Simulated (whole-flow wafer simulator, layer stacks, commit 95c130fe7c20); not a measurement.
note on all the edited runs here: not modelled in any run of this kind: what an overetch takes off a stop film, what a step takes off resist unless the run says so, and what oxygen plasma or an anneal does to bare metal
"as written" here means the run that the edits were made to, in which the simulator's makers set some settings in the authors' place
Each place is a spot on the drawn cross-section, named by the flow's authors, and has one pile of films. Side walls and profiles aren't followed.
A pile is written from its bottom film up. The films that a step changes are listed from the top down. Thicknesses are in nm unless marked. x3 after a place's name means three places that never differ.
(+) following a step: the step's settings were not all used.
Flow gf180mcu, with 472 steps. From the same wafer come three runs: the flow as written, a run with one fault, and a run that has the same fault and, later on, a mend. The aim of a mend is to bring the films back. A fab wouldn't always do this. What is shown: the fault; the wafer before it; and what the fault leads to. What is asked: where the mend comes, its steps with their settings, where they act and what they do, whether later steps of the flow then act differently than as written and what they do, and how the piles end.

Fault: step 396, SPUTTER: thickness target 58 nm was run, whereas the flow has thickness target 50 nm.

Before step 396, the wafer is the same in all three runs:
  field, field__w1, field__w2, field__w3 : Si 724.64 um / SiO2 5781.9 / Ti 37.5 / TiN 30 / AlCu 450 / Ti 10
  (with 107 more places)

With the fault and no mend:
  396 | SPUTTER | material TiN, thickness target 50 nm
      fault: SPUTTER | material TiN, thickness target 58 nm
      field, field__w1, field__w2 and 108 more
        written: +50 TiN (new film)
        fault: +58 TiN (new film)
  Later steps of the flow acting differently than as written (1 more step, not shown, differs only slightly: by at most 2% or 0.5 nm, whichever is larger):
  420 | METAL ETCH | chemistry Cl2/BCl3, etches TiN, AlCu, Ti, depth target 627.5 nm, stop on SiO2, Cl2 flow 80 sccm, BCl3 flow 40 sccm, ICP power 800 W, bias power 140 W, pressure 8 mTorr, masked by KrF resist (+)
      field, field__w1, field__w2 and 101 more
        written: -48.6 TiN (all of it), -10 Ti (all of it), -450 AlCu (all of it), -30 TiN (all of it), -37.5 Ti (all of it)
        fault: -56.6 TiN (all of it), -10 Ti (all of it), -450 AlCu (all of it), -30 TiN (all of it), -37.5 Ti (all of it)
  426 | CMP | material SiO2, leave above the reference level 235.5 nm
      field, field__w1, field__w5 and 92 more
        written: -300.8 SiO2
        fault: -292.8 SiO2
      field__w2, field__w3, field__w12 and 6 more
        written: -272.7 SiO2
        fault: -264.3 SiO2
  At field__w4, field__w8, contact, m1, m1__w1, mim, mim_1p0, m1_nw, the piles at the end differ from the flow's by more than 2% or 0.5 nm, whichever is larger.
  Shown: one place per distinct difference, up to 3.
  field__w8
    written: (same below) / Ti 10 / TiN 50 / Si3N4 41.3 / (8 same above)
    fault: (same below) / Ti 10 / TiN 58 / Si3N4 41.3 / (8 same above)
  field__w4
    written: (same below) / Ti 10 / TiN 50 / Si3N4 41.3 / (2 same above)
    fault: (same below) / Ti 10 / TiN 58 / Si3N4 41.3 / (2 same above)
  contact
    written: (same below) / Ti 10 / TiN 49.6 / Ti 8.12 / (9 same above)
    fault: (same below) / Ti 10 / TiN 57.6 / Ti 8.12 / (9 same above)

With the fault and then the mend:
  After step 396 comes the mend.
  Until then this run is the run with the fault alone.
  396a | METAL ETCH | chemistry Cl2/BCl3, etches TiN, AlCu, Ti, depth target 8 nm, Cl2 flow 80 sccm, BCl3 flow 40 sccm, ICP power 800 W, bias power 140 W, pressure 8 mTorr (the flow's step 260, run once more with other settings)
      field, field__w1, field__w2 and 108 more
        -8 TiN
  None of the later steps of the flow acts differently than as written at any place that is followed.
  At every place that both follow, the piles at the end match the flow's.
